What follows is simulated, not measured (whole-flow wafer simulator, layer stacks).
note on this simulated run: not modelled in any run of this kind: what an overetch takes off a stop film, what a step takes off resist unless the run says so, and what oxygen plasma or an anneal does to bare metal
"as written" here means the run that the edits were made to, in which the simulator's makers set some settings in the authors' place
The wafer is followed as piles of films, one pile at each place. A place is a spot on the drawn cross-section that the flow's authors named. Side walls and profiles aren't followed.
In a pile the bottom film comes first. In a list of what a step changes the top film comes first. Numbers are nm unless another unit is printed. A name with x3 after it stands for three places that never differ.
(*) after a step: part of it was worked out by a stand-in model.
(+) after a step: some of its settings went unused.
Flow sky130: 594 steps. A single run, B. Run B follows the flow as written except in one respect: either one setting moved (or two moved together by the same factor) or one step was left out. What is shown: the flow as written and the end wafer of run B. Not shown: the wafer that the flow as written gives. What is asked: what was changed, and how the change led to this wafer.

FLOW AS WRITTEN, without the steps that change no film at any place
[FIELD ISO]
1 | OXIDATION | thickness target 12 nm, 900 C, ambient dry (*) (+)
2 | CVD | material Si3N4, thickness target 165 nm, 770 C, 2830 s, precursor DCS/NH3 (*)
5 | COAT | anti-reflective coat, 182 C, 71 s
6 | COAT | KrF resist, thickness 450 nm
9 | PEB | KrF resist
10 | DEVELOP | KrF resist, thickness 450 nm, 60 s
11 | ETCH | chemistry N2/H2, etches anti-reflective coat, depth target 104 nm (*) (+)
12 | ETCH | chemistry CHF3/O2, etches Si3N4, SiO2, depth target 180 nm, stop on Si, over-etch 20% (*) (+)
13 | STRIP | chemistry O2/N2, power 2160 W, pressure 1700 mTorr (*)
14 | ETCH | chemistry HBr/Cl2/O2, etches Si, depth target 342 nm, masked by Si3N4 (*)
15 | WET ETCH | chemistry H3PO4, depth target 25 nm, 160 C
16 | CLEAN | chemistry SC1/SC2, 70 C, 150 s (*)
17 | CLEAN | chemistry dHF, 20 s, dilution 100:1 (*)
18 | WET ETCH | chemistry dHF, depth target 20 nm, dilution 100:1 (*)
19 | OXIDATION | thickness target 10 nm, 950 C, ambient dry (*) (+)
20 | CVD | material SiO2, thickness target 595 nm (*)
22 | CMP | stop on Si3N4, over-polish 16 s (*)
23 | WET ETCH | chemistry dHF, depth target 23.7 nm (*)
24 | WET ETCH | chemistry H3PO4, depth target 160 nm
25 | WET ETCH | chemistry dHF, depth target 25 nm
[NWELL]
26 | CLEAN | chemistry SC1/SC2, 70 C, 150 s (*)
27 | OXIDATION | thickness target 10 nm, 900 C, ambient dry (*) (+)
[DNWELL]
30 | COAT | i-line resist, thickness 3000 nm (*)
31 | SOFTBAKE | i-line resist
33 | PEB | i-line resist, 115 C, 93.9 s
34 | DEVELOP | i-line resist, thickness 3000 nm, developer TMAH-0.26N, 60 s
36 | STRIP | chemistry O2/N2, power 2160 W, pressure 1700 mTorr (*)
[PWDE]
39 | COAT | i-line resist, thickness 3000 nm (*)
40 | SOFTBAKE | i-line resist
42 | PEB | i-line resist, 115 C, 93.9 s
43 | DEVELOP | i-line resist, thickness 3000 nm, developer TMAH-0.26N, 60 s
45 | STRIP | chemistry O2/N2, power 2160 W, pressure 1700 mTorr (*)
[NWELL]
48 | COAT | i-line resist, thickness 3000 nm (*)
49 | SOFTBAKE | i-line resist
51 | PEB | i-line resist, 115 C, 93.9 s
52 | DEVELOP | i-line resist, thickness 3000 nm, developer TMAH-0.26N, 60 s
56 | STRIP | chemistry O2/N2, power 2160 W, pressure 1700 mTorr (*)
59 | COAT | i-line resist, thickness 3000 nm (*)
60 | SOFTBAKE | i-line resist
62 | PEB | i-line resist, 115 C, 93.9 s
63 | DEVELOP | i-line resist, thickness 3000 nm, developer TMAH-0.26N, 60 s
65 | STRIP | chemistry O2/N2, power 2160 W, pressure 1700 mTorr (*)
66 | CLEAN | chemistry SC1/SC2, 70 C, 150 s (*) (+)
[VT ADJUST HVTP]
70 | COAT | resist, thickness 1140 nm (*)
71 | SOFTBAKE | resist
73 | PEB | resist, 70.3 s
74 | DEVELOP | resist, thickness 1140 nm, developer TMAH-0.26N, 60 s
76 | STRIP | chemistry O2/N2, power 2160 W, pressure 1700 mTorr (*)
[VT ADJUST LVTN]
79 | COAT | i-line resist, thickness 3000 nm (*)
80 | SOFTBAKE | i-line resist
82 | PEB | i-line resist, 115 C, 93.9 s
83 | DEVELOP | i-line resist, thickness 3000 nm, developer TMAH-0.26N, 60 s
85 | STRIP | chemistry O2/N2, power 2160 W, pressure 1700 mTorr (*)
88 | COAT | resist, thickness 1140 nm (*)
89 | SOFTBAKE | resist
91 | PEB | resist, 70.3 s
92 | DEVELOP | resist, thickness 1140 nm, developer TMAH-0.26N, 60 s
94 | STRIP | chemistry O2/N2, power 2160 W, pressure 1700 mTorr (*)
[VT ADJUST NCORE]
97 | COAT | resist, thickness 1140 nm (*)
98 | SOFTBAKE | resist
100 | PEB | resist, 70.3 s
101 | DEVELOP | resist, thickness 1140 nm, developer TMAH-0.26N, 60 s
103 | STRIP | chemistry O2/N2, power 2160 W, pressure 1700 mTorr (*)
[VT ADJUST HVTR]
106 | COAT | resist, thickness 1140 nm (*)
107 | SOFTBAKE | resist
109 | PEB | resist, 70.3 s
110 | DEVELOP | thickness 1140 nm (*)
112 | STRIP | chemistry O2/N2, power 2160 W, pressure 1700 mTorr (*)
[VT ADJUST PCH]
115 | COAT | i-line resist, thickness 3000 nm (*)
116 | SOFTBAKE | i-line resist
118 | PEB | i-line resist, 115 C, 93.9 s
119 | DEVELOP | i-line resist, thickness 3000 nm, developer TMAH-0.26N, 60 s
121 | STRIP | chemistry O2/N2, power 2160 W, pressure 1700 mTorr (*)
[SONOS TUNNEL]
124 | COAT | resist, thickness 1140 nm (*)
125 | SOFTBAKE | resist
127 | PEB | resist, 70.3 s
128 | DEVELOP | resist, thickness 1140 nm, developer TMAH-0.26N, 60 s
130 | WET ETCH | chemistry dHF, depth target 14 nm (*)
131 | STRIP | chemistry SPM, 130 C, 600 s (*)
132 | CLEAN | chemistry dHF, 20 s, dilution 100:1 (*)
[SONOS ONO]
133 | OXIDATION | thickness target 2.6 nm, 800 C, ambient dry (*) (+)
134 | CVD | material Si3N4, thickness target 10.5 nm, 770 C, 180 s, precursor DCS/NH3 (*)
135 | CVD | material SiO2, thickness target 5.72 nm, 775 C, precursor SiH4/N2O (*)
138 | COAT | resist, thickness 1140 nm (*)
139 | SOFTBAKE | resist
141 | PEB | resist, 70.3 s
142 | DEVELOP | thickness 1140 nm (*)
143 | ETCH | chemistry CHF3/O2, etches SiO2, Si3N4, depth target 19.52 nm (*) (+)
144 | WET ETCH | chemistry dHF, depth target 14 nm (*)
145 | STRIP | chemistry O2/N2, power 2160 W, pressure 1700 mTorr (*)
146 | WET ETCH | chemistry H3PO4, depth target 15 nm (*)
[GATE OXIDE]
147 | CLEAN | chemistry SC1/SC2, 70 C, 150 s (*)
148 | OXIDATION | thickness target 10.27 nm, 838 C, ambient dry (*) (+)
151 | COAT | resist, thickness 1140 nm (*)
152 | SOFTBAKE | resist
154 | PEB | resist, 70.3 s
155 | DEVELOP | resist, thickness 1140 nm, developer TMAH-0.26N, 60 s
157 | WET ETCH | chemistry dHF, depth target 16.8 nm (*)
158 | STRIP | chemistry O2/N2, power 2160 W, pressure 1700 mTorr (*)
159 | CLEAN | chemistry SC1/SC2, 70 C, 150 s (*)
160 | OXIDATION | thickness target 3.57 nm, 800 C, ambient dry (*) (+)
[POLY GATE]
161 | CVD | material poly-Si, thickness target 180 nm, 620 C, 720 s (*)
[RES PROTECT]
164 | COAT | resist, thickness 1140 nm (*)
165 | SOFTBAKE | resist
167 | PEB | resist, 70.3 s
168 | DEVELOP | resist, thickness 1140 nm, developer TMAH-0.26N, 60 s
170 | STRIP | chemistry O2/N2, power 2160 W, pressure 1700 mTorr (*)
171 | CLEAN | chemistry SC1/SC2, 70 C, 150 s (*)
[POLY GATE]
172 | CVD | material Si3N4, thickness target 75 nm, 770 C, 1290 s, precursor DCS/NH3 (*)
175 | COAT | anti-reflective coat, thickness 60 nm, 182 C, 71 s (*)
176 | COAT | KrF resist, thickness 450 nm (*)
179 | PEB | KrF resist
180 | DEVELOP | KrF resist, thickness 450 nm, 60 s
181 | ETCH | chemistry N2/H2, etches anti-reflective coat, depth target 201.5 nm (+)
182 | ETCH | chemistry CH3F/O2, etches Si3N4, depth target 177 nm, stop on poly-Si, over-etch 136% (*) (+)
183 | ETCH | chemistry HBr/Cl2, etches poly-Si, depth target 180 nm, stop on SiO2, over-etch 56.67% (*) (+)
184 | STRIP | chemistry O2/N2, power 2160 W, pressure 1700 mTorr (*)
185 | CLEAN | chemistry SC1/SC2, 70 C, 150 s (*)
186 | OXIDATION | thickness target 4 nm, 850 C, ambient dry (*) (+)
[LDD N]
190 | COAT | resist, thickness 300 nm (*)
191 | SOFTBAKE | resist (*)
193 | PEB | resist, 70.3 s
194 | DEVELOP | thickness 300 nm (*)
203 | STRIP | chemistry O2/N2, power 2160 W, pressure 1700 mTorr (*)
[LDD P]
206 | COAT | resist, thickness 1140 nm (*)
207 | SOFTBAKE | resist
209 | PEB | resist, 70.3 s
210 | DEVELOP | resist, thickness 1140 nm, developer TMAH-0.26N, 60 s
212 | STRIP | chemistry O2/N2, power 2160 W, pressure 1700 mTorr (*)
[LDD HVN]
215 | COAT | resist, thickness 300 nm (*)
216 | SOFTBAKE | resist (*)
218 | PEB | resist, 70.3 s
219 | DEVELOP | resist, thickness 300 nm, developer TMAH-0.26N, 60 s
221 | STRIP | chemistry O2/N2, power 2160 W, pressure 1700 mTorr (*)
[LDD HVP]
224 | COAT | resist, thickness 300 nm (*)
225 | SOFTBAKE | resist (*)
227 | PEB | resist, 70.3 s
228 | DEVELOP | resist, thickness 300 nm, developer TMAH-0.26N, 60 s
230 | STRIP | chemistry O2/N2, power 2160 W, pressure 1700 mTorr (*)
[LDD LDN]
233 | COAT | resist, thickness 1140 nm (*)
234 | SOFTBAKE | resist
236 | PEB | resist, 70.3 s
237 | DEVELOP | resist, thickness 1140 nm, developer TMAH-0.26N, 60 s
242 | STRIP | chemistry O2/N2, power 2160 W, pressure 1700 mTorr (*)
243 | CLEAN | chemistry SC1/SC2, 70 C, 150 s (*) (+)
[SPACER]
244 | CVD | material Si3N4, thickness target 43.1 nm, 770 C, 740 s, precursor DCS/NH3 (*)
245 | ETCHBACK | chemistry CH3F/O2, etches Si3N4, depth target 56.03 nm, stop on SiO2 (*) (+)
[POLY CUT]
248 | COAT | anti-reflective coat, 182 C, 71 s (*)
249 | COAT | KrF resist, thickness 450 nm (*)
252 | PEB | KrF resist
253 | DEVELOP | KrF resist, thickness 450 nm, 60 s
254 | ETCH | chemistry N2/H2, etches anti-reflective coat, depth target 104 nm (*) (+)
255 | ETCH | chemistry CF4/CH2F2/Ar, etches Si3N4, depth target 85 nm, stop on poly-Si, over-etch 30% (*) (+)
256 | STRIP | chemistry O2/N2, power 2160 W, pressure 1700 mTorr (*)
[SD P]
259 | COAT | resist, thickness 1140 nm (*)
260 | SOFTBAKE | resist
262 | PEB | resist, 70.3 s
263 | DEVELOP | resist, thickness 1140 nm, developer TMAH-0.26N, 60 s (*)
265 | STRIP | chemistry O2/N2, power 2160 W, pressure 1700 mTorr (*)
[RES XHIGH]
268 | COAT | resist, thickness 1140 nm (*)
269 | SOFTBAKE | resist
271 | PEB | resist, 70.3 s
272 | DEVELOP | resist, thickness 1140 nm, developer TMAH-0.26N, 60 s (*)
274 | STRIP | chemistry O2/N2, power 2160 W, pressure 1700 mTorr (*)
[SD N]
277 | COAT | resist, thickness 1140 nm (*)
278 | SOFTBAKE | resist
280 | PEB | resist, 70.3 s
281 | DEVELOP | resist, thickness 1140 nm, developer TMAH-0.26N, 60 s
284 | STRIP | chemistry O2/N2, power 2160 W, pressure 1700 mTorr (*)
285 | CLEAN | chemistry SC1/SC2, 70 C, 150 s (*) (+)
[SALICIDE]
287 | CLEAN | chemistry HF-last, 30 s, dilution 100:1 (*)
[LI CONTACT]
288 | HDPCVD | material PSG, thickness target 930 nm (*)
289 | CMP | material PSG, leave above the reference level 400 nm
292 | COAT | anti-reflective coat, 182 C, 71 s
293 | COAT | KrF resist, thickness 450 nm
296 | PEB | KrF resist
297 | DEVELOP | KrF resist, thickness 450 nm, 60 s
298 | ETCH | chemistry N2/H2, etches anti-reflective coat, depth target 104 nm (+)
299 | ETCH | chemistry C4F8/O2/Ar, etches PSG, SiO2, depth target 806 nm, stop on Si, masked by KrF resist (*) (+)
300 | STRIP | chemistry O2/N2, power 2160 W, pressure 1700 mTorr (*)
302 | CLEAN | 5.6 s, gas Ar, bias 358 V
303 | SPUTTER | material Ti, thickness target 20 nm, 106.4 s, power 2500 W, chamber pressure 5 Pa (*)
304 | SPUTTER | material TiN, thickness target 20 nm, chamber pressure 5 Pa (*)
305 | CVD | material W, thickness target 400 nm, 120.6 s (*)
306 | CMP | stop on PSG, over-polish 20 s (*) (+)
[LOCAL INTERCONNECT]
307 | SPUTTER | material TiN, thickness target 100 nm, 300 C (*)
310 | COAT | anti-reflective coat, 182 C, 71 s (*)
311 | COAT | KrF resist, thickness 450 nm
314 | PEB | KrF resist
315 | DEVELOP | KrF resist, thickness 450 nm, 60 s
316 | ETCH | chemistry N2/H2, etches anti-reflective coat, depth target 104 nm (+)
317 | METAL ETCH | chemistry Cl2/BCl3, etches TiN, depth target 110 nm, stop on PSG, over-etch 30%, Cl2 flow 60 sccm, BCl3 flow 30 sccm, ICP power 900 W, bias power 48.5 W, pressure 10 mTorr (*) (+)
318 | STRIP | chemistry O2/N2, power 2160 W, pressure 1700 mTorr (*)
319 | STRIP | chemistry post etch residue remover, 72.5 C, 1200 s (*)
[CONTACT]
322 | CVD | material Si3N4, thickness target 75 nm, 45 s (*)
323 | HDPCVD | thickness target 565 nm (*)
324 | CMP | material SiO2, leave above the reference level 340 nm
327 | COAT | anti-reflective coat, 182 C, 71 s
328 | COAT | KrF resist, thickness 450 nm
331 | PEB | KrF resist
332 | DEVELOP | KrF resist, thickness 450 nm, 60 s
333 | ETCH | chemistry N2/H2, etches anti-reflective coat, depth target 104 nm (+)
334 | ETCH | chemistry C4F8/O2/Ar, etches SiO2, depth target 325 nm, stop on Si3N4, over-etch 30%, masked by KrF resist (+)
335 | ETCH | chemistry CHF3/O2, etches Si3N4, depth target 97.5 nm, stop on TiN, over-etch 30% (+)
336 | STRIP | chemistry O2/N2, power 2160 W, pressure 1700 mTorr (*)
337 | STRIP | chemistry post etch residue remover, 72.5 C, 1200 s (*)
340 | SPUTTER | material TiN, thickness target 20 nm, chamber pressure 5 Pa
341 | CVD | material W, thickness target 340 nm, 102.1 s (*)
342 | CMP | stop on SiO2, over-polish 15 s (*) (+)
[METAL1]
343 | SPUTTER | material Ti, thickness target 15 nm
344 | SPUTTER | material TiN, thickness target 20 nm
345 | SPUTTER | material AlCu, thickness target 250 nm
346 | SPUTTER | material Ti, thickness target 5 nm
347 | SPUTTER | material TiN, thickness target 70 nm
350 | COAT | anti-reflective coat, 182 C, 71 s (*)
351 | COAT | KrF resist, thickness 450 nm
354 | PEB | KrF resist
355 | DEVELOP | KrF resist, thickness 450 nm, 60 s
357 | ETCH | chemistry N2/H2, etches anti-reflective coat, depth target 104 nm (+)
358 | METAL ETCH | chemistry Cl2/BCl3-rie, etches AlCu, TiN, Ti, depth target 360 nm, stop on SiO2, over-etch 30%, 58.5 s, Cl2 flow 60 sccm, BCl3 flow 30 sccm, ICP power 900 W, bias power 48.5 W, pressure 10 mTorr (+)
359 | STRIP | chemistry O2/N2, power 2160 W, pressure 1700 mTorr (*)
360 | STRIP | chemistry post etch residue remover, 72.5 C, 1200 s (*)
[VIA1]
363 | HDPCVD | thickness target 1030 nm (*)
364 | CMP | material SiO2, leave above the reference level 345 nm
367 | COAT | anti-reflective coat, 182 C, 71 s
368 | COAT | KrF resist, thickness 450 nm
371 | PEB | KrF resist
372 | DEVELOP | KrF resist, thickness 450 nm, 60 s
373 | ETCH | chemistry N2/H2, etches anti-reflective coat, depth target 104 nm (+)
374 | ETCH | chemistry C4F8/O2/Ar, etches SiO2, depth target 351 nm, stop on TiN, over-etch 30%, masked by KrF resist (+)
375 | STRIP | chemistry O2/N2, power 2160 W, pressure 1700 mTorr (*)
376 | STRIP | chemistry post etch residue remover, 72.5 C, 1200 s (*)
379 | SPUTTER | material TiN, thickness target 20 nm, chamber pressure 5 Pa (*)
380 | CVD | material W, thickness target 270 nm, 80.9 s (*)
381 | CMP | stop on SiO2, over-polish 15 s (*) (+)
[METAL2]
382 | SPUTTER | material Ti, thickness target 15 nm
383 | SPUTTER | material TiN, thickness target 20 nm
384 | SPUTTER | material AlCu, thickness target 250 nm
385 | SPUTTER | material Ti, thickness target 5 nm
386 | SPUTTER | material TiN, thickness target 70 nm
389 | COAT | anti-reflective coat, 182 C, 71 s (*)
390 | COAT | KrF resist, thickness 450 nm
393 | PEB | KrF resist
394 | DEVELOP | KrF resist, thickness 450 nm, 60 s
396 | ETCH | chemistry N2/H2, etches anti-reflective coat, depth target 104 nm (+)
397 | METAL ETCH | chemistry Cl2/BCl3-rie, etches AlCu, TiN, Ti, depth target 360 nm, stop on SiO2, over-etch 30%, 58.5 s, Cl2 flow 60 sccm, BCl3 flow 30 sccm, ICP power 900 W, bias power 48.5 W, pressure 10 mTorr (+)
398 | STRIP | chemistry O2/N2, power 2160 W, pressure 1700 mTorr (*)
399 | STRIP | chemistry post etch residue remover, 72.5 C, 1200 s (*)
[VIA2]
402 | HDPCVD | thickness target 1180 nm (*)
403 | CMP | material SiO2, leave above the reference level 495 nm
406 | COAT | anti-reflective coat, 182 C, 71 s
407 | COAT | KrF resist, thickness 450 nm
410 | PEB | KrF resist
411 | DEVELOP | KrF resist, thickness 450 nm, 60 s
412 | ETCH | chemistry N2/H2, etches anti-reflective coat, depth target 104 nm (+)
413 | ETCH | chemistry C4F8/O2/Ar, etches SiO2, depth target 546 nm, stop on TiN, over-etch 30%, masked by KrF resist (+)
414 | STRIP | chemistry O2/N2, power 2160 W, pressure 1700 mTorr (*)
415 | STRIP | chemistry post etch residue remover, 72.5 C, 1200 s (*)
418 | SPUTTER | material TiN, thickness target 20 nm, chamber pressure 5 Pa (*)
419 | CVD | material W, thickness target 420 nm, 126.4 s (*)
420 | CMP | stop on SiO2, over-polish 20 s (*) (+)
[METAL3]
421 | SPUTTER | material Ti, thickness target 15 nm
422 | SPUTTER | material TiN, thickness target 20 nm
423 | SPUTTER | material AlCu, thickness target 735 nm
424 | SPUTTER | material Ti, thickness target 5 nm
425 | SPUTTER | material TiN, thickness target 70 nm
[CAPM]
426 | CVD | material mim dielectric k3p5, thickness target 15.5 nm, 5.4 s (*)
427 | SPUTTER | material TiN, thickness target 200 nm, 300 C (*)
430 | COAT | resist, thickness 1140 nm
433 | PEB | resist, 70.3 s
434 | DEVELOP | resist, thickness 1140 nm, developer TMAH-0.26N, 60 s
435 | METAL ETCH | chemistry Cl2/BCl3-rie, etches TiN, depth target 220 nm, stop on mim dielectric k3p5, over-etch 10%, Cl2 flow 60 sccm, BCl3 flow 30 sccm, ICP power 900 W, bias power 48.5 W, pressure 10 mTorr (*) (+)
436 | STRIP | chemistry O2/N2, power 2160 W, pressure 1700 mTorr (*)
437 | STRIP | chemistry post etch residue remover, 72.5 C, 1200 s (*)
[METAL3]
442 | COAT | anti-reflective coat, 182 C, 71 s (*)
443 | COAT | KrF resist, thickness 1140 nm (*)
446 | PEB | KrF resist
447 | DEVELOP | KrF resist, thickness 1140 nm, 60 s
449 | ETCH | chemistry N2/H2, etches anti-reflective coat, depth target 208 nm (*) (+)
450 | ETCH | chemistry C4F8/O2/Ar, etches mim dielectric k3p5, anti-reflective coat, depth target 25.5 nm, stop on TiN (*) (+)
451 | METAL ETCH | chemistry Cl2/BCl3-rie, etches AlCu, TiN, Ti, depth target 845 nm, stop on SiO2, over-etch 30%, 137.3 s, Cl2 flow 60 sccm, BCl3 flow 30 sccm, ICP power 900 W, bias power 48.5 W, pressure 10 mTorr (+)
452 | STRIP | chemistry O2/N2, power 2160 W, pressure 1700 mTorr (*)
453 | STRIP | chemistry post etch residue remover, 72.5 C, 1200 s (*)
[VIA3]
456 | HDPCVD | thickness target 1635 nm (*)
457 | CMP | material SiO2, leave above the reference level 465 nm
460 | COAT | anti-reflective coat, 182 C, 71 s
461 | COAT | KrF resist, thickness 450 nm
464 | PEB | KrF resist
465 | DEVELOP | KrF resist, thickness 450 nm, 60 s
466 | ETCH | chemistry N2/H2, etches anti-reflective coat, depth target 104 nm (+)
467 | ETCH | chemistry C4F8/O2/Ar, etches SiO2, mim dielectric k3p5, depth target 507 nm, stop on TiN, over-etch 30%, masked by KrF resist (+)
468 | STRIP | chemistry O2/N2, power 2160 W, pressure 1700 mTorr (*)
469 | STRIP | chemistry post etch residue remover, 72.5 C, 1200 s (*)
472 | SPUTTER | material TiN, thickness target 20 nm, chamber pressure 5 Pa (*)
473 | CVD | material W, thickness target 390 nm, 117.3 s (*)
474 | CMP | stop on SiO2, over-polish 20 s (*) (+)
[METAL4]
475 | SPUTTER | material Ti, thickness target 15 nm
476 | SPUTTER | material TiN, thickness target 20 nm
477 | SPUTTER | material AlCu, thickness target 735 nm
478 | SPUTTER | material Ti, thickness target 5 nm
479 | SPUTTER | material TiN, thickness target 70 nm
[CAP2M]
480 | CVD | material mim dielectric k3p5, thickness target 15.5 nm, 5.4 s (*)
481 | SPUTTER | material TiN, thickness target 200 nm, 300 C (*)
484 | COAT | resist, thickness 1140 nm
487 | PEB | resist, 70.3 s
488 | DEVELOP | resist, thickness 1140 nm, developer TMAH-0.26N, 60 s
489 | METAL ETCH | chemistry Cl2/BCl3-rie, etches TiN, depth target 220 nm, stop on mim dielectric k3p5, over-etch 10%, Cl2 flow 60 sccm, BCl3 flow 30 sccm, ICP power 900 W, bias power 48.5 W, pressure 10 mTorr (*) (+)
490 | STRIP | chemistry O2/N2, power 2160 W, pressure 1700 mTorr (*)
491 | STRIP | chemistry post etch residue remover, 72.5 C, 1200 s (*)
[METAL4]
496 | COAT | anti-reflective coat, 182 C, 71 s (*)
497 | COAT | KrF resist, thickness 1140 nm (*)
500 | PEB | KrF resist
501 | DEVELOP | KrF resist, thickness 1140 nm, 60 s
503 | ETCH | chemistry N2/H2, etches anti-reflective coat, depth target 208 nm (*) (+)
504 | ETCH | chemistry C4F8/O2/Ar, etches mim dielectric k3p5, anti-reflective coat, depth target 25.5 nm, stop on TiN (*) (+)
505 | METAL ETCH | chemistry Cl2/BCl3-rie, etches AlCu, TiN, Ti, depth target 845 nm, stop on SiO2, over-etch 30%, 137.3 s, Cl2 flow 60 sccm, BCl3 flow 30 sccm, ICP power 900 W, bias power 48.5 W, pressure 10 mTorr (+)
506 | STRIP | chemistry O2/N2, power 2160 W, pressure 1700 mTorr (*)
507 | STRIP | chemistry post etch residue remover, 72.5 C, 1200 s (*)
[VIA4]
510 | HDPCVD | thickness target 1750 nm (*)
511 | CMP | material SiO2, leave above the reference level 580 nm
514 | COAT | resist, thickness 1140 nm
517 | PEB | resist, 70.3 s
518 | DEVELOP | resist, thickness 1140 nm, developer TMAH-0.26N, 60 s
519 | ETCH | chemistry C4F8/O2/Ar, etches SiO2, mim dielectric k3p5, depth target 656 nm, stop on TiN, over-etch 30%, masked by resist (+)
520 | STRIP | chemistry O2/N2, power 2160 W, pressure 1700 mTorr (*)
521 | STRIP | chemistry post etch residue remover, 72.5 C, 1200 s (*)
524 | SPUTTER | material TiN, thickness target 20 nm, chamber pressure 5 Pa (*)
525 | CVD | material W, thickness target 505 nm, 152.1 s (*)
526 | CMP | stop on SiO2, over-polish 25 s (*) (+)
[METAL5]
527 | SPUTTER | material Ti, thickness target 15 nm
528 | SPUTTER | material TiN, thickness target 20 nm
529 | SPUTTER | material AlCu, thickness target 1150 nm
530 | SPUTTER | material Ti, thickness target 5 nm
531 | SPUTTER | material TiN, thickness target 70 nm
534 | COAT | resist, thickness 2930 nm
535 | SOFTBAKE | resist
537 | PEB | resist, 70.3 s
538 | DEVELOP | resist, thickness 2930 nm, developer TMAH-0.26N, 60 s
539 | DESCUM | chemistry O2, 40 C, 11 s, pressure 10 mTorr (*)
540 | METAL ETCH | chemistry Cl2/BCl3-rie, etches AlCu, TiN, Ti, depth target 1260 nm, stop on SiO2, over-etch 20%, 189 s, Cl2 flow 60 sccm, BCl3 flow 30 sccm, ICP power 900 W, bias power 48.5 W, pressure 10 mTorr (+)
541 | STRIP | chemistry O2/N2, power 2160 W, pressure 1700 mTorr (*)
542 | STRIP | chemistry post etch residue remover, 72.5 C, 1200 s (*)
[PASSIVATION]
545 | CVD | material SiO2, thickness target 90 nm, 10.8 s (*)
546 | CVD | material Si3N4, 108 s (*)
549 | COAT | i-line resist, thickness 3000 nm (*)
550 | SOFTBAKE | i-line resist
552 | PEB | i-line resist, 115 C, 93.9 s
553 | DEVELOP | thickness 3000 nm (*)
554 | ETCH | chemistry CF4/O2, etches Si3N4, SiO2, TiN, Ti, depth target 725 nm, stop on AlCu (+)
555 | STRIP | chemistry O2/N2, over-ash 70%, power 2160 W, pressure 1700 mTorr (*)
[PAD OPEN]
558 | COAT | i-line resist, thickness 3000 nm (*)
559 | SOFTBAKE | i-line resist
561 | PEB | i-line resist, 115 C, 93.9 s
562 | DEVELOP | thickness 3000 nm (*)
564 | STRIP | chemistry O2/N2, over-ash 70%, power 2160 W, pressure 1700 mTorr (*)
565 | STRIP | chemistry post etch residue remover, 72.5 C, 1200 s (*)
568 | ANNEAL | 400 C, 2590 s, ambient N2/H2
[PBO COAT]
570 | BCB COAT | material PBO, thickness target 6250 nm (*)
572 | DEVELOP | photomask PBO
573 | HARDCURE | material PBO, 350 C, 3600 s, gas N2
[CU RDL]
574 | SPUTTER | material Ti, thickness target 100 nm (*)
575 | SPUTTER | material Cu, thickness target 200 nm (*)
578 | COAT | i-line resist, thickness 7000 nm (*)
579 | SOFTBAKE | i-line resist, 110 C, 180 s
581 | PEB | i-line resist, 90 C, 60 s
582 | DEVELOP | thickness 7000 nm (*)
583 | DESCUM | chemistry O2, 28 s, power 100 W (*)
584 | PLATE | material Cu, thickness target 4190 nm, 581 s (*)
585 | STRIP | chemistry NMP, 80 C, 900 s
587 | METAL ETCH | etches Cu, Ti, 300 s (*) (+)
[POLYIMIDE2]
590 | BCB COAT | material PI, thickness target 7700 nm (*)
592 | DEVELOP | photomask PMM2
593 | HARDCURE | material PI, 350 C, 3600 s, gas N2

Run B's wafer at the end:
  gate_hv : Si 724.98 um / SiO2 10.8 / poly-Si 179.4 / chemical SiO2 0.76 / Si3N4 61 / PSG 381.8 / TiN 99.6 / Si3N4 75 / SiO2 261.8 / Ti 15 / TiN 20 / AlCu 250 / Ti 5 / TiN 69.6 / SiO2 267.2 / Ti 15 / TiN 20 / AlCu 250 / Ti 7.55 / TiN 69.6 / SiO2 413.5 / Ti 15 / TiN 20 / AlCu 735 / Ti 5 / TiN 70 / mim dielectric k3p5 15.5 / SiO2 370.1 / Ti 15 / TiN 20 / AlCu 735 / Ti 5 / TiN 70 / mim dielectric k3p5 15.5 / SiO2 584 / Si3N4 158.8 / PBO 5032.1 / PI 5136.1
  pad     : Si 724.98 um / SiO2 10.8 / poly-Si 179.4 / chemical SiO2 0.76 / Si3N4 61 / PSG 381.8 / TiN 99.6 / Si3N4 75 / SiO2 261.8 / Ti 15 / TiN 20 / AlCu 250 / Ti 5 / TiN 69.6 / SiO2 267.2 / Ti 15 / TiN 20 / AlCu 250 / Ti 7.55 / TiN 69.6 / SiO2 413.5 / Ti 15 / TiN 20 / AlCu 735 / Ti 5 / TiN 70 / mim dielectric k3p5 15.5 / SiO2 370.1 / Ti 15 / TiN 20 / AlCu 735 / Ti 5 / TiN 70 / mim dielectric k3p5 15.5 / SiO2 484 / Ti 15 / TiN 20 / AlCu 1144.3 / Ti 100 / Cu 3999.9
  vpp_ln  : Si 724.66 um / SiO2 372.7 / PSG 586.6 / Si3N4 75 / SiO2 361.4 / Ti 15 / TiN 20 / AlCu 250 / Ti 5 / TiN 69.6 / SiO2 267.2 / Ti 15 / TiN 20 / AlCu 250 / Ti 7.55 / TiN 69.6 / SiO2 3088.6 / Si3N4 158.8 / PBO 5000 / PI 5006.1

What caused this: step 385, SPUTTER: thickness target 7.55 nm was run, while the flow as written has thickness target 5 nm.
The wafer itself shows it: gate_hv has Ti 7.55, and step 385 as written asks for 5 nm.

How this came from the change, step by step:
  385 | SPUTTER | material Ti, thickness target 5 nm
      field, active, n_well and 188 more: +7.55 Ti (new film) (it would be, as written: +5 Ti (new film))
  397 | METAL ETCH | chemistry Cl2/BCl3-rie, etches AlCu, TiN, Ti, depth target 360 nm, stop on SiO2, over-etch 30%, 58.5 s, Cl2 flow 60 sccm, BCl3 flow 30 sccm, ICP power 900 W, bias power 48.5 W, pressure 10 mTorr (+)
      field, active, gate and 82 more: -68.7 TiN (all of it), -7.55 Ti (all of it), -250 AlCu (all of it), -20 TiN (all of it), -15 Ti (all of it), -10.7 SiO2 (it would be, as written: -68.7 TiN (all of it), -5 Ti (all of it), -250 AlCu (all of it), -20 TiN (all of it), -15 Ti (all of it), -10.9 SiO2)
